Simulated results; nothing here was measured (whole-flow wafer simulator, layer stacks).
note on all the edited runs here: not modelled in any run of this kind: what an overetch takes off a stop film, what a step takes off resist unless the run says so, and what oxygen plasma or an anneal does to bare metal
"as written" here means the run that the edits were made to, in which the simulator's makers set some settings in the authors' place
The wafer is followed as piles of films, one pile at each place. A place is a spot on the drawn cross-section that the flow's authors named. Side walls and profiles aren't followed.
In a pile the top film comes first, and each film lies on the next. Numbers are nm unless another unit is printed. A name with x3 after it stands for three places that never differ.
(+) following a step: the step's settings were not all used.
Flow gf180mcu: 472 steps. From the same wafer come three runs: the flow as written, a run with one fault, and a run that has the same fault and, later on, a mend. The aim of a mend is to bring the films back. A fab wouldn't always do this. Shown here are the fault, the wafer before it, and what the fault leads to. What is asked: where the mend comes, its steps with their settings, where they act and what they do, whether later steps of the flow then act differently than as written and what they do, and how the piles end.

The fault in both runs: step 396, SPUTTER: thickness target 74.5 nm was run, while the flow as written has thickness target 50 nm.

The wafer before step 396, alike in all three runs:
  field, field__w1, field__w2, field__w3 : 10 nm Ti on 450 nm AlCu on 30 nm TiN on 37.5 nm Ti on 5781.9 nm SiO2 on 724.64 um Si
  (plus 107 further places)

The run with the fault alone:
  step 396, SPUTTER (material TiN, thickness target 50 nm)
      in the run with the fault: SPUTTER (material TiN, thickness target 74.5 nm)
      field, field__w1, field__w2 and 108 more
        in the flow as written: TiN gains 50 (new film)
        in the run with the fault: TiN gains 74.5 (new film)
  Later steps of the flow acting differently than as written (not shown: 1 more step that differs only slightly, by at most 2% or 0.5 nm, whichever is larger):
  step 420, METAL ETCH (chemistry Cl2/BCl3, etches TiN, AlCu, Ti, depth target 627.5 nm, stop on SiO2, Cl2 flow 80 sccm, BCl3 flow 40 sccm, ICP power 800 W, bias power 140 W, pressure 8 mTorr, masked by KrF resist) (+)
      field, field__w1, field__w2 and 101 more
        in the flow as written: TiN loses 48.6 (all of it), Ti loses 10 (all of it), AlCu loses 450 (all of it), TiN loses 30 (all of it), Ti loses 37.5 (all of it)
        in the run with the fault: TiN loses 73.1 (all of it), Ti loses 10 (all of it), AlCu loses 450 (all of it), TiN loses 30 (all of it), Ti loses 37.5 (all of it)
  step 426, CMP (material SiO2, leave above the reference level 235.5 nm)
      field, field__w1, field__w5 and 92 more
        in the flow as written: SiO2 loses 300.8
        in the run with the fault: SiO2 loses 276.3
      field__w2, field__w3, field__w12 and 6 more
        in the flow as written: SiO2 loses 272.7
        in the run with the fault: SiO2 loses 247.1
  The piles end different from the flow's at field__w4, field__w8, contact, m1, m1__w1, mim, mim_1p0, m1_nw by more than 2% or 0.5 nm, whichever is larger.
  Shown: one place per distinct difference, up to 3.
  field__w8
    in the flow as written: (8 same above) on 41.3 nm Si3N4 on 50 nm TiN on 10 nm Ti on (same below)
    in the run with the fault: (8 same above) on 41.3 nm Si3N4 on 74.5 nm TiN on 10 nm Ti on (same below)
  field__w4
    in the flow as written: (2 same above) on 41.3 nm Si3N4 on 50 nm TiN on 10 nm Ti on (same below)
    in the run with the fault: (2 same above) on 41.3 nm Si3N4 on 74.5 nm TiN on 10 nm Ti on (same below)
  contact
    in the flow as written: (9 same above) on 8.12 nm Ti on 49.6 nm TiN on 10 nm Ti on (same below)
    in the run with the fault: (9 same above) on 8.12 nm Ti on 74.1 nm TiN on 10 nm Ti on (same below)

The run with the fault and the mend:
  The mend stands after step 396.
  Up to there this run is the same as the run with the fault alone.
  step 396a, METAL ETCH (chemistry Cl2/BCl3, etches TiN, AlCu, Ti, depth target 24.5 nm, Cl2 flow 80 sccm, BCl3 flow 40 sccm, ICP power 800 W, bias power 140 W, pressure 8 mTorr) (the flow's step 260 again, with other settings)
      field, field__w1, field__w2 and 108 more
        TiN loses 24.5
  Every later step of the flow that is run acts as written at every place that is followed.
  By the end, the piles equal the flow's at every place that both follow.
